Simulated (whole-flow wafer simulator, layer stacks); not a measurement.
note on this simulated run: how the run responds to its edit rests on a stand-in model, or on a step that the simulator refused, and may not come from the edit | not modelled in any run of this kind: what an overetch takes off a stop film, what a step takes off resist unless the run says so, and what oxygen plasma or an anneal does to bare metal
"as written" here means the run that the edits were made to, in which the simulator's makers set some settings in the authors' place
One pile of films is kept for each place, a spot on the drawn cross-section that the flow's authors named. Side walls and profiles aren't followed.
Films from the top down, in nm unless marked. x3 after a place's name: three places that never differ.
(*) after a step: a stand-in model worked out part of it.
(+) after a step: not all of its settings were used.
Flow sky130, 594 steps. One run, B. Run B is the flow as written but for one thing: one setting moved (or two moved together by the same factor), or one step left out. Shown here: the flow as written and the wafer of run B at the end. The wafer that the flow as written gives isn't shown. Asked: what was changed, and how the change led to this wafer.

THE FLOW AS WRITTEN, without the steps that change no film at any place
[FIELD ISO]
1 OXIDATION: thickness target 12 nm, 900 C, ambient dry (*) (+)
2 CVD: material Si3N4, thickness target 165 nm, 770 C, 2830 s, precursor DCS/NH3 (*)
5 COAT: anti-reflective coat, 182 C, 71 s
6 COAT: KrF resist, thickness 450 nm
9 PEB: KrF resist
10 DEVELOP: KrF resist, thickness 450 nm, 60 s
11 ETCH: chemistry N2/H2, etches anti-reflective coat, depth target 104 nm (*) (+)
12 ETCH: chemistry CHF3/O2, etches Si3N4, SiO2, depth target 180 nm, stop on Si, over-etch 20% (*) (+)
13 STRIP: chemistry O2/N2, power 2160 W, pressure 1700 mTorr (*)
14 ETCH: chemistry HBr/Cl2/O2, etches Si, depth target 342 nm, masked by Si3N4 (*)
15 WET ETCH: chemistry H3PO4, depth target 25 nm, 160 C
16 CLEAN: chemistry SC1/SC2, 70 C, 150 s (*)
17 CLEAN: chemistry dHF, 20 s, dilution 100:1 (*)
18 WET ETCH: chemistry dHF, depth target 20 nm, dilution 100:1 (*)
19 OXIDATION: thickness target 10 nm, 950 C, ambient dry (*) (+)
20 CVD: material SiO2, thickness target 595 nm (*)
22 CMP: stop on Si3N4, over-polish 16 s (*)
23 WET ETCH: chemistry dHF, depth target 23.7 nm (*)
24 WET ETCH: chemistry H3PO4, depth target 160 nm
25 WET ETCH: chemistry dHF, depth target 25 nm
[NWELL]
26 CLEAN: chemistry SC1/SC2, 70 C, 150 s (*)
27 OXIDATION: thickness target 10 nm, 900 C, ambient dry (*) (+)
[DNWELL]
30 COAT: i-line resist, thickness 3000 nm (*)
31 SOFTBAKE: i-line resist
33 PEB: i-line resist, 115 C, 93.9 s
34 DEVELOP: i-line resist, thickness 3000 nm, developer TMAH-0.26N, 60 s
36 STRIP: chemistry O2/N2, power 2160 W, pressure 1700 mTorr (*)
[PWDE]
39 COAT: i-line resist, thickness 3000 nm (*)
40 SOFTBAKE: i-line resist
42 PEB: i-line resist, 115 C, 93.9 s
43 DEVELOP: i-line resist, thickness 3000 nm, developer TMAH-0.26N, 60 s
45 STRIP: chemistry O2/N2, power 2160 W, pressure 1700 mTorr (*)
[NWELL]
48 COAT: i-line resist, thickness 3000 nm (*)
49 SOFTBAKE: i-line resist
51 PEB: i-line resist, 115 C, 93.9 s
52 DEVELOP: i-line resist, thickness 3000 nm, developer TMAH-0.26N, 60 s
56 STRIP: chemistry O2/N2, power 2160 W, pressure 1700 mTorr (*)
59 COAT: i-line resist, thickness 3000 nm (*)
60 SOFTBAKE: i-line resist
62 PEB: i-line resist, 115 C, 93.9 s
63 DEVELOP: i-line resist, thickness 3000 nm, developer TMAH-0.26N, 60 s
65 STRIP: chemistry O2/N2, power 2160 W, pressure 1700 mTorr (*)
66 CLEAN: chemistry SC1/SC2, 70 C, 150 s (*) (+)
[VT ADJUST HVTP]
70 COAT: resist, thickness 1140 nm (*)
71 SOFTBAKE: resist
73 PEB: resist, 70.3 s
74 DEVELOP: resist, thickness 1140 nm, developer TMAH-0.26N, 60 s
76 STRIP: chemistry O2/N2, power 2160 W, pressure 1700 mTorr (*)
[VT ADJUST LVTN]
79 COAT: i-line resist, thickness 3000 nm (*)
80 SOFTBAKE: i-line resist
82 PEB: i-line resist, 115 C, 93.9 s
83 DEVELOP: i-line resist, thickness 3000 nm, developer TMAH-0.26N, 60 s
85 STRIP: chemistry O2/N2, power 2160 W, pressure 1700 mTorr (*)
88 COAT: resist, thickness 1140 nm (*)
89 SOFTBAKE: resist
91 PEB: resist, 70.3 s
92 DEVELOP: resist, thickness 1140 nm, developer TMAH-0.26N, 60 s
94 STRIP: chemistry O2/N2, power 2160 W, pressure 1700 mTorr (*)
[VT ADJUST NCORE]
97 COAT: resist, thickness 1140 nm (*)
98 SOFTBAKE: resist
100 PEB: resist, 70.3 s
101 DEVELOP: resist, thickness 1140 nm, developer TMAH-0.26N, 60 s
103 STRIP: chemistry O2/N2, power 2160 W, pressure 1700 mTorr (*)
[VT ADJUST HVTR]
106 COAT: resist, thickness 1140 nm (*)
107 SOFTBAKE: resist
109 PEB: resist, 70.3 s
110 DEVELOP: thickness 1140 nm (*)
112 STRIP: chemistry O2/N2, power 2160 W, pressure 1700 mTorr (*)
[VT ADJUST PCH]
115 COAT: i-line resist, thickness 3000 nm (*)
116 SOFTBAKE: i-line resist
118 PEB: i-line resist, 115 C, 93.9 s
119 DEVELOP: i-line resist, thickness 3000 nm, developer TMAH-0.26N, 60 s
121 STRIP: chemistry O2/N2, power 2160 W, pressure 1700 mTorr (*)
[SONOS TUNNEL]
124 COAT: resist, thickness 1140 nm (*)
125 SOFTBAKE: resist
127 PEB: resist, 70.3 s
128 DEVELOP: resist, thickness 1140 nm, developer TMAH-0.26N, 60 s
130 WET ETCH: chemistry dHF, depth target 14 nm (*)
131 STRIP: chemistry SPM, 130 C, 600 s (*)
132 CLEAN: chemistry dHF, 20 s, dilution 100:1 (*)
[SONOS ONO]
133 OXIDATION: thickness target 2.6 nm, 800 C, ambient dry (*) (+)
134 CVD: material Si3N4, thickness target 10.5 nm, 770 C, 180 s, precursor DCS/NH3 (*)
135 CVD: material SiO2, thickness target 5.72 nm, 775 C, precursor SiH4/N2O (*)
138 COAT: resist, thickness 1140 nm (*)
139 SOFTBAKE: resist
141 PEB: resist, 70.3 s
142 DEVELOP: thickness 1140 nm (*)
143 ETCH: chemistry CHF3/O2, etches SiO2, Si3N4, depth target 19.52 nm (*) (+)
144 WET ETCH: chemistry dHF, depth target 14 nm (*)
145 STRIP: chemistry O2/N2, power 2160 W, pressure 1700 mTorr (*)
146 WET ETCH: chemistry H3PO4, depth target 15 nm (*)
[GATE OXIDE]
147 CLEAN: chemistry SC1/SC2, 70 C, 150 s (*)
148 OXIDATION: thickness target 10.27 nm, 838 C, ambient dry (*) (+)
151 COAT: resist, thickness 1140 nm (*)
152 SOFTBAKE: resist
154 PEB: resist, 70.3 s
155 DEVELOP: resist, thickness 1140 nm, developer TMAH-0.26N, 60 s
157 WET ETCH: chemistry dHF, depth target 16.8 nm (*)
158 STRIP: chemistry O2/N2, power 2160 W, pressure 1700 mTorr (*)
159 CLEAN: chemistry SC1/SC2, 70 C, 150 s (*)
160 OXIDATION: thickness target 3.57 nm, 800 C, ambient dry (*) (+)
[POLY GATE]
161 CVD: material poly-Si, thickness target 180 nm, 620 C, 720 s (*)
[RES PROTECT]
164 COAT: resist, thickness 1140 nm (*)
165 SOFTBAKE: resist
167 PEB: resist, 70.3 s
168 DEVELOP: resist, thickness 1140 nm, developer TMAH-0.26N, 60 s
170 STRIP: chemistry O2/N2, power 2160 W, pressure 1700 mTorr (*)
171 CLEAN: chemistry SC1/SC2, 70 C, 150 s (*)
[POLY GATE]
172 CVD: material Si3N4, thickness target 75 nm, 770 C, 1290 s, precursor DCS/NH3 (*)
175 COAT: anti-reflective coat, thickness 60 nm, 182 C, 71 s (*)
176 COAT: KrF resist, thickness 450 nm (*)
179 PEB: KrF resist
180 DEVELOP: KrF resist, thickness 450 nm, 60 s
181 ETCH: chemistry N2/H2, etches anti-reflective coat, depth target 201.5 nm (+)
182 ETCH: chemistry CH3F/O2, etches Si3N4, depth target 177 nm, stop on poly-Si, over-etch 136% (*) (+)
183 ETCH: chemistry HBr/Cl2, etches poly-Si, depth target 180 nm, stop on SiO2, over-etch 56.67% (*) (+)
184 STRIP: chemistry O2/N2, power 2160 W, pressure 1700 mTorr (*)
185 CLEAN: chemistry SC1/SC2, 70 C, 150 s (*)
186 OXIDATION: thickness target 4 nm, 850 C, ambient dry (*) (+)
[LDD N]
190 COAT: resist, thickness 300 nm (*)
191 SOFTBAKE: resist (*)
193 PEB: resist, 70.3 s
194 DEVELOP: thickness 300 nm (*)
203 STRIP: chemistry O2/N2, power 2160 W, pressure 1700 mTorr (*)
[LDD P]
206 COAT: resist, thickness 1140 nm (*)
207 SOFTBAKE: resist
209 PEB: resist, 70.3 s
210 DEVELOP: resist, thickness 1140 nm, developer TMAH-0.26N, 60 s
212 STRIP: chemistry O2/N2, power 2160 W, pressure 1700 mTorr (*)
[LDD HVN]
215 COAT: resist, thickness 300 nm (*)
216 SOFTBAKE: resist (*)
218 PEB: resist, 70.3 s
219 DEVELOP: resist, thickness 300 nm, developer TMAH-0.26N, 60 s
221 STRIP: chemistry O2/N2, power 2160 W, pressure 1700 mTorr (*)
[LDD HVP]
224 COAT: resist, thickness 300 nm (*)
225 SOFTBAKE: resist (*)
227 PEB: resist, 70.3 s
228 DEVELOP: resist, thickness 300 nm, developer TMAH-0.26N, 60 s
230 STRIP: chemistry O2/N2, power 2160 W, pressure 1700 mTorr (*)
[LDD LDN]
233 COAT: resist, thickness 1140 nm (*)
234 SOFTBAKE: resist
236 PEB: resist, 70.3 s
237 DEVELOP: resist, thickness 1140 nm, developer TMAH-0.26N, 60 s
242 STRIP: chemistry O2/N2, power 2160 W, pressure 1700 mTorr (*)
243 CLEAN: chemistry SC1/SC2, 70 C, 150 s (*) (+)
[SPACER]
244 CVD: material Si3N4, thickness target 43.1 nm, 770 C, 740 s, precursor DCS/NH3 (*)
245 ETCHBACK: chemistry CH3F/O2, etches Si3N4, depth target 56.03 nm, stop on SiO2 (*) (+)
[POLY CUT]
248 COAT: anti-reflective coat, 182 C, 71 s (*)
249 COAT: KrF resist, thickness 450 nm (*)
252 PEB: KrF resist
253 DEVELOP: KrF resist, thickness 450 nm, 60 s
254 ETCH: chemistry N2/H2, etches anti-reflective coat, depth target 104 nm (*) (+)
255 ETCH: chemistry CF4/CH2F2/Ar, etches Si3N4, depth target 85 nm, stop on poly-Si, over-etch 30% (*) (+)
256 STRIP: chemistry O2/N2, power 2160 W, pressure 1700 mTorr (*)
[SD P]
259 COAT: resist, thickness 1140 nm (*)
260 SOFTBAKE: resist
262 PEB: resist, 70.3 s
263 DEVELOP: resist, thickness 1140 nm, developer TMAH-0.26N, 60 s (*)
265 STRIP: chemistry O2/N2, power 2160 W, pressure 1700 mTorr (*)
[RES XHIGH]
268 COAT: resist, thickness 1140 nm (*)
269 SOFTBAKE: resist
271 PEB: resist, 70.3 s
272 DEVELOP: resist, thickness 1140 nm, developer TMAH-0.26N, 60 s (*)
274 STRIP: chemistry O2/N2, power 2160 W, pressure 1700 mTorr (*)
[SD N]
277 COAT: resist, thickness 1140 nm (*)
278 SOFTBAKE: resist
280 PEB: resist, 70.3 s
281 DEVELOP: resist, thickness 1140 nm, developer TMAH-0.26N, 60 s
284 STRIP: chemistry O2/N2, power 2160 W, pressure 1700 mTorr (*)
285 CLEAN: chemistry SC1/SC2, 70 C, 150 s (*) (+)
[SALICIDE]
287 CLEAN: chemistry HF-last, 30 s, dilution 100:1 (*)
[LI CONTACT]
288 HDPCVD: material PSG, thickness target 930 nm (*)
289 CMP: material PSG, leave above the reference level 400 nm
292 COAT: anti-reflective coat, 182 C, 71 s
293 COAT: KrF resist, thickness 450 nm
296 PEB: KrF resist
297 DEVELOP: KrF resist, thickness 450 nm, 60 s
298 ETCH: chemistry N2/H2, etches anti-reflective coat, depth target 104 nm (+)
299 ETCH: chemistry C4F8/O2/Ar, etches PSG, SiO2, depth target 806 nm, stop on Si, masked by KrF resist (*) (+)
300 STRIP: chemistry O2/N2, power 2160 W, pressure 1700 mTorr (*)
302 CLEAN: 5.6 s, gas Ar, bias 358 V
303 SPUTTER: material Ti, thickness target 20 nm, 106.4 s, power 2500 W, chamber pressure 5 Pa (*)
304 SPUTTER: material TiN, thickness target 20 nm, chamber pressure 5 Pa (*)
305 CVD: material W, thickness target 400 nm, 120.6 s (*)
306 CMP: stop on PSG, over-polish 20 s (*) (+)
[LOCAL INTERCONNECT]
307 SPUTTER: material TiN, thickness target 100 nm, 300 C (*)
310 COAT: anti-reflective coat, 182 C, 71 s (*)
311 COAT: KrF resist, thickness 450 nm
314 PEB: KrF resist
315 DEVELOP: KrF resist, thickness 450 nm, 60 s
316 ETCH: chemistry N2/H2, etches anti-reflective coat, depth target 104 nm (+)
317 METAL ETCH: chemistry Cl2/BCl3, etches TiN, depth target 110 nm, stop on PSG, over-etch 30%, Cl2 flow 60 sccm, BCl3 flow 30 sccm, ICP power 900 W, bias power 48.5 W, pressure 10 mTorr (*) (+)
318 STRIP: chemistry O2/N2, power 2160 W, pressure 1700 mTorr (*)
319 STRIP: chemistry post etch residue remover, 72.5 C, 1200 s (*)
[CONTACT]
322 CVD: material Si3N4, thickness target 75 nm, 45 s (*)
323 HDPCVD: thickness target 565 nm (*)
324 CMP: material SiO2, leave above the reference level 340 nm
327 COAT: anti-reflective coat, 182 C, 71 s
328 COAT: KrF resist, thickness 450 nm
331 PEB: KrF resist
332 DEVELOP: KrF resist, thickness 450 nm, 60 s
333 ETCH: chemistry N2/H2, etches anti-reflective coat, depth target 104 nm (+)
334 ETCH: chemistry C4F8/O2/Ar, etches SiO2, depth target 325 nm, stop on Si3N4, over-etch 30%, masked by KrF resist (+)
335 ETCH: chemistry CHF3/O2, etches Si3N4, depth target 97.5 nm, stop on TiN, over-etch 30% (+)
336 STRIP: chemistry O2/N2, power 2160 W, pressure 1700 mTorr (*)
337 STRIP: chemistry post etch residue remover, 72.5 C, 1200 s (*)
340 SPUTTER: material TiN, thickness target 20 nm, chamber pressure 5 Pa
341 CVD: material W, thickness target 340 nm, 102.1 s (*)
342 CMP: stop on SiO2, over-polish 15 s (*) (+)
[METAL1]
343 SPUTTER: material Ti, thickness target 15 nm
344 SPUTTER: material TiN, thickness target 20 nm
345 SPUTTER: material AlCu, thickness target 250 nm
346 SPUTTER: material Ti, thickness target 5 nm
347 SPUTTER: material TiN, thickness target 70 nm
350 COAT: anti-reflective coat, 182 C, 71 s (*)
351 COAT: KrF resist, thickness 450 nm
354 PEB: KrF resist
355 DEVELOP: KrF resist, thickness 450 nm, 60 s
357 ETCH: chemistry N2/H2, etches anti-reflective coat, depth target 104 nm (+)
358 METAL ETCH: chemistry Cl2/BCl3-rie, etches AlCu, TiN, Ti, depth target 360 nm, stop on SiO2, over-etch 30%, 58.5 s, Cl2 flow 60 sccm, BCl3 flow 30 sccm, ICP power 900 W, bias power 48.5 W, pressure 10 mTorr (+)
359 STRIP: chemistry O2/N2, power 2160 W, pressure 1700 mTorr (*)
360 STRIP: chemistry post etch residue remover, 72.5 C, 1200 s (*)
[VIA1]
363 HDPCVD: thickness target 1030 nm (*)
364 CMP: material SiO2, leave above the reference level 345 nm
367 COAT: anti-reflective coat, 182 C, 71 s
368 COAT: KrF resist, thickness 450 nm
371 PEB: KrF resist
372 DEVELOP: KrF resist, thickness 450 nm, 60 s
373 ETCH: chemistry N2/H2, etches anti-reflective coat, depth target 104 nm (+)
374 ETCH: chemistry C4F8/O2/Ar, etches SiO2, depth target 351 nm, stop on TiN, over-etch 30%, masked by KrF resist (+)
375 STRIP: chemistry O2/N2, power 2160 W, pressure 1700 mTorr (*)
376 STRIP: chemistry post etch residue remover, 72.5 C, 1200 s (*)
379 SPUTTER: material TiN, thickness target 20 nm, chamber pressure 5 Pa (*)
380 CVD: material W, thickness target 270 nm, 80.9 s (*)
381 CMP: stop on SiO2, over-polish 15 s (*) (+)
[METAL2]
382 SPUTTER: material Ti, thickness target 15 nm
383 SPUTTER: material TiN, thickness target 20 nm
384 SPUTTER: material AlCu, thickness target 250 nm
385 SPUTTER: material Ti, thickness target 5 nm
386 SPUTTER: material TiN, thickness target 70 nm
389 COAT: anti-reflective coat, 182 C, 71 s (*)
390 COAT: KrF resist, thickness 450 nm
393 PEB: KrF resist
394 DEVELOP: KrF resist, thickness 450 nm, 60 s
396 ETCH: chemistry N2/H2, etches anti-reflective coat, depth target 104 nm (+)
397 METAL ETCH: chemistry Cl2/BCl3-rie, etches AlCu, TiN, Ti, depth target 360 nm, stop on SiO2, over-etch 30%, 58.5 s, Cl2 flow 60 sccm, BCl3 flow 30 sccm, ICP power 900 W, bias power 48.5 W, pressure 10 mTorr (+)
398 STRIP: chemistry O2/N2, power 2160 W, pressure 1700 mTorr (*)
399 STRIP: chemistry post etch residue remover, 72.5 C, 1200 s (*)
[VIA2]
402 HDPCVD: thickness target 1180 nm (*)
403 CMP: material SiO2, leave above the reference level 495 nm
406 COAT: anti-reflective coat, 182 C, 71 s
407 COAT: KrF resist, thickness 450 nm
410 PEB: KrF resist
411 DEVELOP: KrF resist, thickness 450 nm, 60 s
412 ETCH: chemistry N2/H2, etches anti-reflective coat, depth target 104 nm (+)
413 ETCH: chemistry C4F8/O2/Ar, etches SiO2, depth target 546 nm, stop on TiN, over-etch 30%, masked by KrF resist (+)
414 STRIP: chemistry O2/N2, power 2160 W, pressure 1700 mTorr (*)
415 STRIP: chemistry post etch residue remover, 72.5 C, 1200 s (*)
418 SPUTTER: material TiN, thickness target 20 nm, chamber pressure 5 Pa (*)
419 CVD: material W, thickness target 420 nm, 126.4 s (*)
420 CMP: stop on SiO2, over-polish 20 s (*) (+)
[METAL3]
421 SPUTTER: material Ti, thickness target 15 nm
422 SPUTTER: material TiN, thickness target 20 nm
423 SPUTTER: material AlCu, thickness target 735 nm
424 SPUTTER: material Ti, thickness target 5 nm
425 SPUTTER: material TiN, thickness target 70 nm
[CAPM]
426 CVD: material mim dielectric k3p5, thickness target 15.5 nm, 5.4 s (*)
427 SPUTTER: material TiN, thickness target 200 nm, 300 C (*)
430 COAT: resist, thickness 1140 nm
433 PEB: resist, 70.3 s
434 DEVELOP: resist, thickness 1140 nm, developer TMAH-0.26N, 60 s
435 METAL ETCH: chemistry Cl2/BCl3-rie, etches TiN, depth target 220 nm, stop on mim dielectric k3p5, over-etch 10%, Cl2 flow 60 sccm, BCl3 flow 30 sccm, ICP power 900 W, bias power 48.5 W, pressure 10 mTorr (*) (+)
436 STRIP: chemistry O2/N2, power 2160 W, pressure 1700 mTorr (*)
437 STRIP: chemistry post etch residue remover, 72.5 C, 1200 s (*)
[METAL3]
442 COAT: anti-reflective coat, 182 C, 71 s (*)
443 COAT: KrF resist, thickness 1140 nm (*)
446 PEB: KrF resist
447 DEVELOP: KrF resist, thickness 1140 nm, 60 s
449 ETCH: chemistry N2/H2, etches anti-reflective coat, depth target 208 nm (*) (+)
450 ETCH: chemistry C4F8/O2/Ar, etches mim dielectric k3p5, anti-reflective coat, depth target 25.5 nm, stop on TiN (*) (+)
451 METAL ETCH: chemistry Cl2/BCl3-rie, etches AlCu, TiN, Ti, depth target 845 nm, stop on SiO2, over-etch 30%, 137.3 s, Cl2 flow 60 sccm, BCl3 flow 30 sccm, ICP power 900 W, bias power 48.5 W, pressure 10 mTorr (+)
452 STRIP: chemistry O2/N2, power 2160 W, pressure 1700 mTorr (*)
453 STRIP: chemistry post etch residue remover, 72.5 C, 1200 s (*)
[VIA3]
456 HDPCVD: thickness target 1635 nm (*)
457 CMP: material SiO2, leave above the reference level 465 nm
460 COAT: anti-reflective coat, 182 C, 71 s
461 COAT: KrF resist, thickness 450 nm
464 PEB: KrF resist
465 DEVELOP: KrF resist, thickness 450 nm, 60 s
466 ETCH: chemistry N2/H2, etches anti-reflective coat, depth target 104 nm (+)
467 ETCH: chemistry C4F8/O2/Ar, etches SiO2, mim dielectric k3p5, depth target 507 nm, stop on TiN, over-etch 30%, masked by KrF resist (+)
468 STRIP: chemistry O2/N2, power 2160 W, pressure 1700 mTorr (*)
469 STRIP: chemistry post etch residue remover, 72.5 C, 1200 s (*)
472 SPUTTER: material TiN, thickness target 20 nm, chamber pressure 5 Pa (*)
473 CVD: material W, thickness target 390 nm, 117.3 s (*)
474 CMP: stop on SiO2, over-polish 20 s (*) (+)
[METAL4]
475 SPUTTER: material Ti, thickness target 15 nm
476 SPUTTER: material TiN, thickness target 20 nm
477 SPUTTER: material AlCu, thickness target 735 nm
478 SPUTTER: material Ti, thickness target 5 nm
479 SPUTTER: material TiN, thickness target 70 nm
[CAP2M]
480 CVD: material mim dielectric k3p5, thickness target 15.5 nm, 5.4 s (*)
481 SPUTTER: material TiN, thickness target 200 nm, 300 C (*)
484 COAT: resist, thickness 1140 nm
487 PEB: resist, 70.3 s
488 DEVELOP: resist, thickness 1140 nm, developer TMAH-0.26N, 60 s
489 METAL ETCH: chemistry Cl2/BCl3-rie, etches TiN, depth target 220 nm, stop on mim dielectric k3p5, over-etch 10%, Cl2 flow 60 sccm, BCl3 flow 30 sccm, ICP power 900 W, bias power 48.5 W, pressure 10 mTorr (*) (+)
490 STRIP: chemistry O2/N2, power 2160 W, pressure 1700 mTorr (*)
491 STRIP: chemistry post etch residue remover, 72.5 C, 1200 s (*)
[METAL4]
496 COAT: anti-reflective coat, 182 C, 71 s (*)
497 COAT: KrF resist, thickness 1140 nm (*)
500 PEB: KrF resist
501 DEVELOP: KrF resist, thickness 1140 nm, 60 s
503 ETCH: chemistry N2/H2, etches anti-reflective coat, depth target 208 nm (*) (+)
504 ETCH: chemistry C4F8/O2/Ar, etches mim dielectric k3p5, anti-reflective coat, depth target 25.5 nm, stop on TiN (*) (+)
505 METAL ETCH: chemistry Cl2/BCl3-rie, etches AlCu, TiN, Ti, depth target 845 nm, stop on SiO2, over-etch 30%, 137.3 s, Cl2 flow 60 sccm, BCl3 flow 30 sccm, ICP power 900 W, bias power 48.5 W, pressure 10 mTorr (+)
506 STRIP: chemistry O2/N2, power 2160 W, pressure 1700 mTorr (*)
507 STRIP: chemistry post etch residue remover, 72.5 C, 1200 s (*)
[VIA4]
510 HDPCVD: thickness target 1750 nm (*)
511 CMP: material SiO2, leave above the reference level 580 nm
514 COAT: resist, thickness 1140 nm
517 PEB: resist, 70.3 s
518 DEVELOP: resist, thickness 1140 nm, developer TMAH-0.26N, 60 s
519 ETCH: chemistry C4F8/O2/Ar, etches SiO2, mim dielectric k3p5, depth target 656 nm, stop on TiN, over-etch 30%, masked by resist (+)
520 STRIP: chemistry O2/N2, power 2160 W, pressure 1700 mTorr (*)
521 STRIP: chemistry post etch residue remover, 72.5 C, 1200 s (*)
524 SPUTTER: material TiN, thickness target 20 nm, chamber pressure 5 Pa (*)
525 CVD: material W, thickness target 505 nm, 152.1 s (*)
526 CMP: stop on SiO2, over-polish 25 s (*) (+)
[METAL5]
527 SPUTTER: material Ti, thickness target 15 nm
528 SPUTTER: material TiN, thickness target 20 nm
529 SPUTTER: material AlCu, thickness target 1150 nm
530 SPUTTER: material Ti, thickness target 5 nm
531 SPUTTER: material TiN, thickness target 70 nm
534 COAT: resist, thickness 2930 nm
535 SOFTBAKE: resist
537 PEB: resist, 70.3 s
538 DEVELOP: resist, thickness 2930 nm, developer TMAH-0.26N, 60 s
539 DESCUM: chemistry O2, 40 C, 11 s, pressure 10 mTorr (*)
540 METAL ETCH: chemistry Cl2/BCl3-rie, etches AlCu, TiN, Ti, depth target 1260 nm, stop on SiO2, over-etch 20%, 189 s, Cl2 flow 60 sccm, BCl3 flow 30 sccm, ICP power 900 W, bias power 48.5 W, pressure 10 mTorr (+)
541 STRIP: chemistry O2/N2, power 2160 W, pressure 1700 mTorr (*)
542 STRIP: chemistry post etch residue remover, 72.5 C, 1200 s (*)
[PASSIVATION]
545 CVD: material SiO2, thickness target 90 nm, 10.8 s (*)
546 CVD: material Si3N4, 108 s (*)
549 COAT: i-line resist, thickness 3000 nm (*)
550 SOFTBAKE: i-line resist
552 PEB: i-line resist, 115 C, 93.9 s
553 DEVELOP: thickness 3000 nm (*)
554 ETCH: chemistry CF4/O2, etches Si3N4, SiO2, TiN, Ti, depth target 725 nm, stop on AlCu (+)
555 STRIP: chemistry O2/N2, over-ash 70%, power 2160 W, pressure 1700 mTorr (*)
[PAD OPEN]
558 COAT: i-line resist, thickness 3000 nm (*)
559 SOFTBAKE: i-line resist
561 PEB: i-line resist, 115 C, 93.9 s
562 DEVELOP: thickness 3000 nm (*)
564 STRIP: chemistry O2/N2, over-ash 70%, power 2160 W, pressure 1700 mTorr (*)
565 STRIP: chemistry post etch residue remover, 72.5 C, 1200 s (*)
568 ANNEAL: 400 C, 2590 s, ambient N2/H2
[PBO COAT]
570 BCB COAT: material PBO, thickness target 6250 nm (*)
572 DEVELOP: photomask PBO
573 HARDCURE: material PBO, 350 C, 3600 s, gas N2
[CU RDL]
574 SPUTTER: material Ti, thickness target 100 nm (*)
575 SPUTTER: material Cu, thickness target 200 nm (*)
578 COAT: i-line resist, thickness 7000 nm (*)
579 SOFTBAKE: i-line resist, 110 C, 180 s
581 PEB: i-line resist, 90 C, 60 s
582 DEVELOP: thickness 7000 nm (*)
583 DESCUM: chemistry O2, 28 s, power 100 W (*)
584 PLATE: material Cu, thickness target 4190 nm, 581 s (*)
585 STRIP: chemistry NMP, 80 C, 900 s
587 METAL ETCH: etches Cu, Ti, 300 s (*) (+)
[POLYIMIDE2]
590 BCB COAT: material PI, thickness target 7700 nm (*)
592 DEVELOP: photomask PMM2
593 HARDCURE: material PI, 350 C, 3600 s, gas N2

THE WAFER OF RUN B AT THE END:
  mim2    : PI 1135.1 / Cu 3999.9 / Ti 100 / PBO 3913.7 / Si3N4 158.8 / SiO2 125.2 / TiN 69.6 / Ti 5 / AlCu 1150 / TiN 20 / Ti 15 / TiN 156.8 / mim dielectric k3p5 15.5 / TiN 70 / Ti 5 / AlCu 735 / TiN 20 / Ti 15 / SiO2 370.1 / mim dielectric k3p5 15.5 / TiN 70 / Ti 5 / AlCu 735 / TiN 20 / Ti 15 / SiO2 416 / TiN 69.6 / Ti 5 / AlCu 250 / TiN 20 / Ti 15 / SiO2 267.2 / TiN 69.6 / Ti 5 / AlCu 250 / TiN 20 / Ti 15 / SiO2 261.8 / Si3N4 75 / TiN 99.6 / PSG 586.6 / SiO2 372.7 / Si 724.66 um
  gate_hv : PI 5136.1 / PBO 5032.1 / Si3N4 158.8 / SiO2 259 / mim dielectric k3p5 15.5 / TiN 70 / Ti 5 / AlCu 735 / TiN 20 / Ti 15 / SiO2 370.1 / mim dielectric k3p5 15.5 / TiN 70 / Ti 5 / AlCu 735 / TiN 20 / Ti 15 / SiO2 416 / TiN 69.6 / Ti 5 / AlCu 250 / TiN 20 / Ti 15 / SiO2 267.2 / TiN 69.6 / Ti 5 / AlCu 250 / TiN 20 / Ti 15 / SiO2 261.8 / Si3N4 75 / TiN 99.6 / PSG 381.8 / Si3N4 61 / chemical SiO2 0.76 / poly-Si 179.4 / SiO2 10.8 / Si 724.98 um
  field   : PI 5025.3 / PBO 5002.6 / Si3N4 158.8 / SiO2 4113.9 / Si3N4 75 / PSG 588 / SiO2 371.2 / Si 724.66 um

The cause: step 511, CMP: leave above the reference level 255 nm was run, where the flow has leave above the reference level 580 nm.

How the change led to this, step by step:
  511 CMP: material SiO2, leave above the reference level 580 nm
      mim2: SiO2 -1750 (all of it), TiN -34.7 (as written it would be: SiO2 -1459.7)
      n_well, p_well, gate_hv and 99 more: SiO2 -1585.5 (as written it would be: SiO2 -1260.5)
      (and at 90 more places)
  519 ETCH: chemistry C4F8/O2/Ar, etches SiO2, mim dielectric k3p5, depth target 656 nm, stop on TiN, over-etch 30%, masked by resist (+)
      field, active, n_well and 188 more: resist -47 (as written it would be: resist -131.2)
      m1: SiO2 -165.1 (all of it), mim dielectric k3p5 -15.5 (all of it) (as written it would be: SiO2 -490.1 (all of it), mim dielectric k3p5 -15.5 (all of it))
      (and at 1 more place)
  520 STRIP: chemistry O2/N2, power 2160 W, pressure 1700 mTorr (*)
      field, active, n_well and 188 more: resist -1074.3 (all of it) (as written it would be: resist -990.1 (all of it))
  524 SPUTTER: material TiN, thickness target 20 nm, chamber pressure 5 Pa (*)
      mim2: TiN +20 (as written it would be: TiN +20 (new film))
      m1, via4_hole: TiN +17.9 (as written it would be: TiN +15.3)
  525 CVD: material W, thickness target 505 nm, 152.1 s (*)
      m1: W +505 (new film) (as written it would be: W +1015.8 (new film))
      via4_hole: W +505 (new film) (as written it would be: W +1015.2 (new film))
  526 CMP: stop on SiO2, over-polish 25 s (*) (+)
      mim2: W -505 (all of it), TiN -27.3 (as written it would be: W -505 (all of it), TiN -20 (all of it), SiO2 -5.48)
      m1: W -349.6 (as written it would be: W -532.7)
      (and at 1 more place)
Counting metal films that touch as one body, mim2 has 7 bodies (between them, from the top down: PBO 3913.7 / Si3N4 158.8 / SiO2 125.2; mim dielectric k3p5 15.5; SiO2 370.1 / mim dielectric k3p5 15.5; SiO2 416; SiO2 267.2; SiO2 261.8 / Si3N4 75); the flow as written gives 8 bodies (between them, from the top down: PBO 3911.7 / Si3N4 158.8 / SiO2 125.2; SiO2 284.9; mim dielectric k3p5 15.5; SiO2 370.1 / mim dielectric k3p5 15.5; SiO2 416; SiO2 267.2; SiO2 261.8 / Si3N4 75).
